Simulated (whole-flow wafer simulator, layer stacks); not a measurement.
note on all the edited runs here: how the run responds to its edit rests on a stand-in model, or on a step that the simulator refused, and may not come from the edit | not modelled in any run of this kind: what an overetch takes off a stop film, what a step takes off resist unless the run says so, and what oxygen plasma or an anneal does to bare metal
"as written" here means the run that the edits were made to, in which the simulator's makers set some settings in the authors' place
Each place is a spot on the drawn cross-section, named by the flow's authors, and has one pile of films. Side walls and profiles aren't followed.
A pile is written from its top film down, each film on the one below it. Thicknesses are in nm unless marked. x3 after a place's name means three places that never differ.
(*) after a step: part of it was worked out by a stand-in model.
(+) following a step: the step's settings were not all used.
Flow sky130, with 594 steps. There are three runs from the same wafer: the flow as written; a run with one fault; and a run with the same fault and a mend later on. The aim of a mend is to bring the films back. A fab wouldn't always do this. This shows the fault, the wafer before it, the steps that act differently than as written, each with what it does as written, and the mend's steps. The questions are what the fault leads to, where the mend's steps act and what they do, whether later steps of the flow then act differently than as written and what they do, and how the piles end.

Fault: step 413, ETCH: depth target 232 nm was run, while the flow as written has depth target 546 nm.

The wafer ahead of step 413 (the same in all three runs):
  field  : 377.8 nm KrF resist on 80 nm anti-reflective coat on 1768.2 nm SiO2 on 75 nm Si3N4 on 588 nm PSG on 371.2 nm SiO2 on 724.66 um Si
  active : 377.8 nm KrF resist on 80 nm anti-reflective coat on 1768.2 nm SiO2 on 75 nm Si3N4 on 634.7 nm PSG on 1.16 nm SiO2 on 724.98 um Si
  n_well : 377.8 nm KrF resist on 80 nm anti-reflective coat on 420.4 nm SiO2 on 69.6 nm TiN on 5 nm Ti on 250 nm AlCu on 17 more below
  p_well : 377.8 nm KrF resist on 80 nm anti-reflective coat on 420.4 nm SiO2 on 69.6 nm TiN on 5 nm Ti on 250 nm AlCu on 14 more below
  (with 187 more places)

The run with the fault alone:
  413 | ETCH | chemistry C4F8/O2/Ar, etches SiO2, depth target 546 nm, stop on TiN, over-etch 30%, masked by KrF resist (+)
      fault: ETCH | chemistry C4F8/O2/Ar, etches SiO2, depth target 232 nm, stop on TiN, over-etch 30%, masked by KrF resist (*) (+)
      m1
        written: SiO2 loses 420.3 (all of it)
        fault: SiO2 loses 232
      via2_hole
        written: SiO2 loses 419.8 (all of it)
        fault: SiO2 loses 232
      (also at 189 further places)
  Steps further on in the flow that do not act as written (1 more step, not shown, differs only slightly: by at most 2% or 0.5 nm, whichever is larger):
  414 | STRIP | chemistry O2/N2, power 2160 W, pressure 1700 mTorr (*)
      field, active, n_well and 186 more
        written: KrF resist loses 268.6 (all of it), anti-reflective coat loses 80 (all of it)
        fault: KrF resist loses 331.4 (all of it), anti-reflective coat loses 80 (all of it)
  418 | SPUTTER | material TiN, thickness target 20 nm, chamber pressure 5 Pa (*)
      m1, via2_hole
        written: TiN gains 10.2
        fault: TiN gains 12.9 (new film)
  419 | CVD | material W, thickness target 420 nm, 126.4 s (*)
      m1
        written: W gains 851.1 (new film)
        fault: W gains 659.7 (new film)
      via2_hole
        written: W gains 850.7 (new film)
        fault: W gains 659.7 (new film)
  The piles end different from the flow's at m1, via2_hole by more than 2% or 0.5 nm, whichever is larger.
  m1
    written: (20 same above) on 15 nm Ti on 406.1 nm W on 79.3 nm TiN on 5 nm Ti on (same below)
    fault: (20 same above) on 15 nm Ti on 214.6 nm W on 12.9 nm TiN on 188.3 nm SiO2 on 69.6 nm TiN on 5 nm Ti on (same below)
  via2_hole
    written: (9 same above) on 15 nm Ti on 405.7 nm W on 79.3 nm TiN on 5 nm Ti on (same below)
    fault: (9 same above) on 15 nm Ti on 214.6 nm W on 12.9 nm TiN on 187.8 nm SiO2 on 69.6 nm TiN on 5 nm Ti on (same below)

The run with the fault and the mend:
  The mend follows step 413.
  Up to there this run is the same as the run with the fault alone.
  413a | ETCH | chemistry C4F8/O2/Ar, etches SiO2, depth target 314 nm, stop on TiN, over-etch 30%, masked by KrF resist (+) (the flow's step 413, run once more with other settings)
      field, active, n_well and 186 more
        KrF resist loses 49
      m1
        SiO2 loses 188.3 (all of it)
      via2_hole
        SiO2 loses 187.8 (all of it)
  Steps further on in the flow that do not act as written:
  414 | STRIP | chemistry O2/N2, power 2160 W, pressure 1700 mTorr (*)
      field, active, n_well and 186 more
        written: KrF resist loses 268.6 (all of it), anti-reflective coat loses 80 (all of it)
        mend: KrF resist loses 282.5 (all of it), anti-reflective coat loses 80 (all of it)
  The piles end the same as the flow's at every place that both follow.
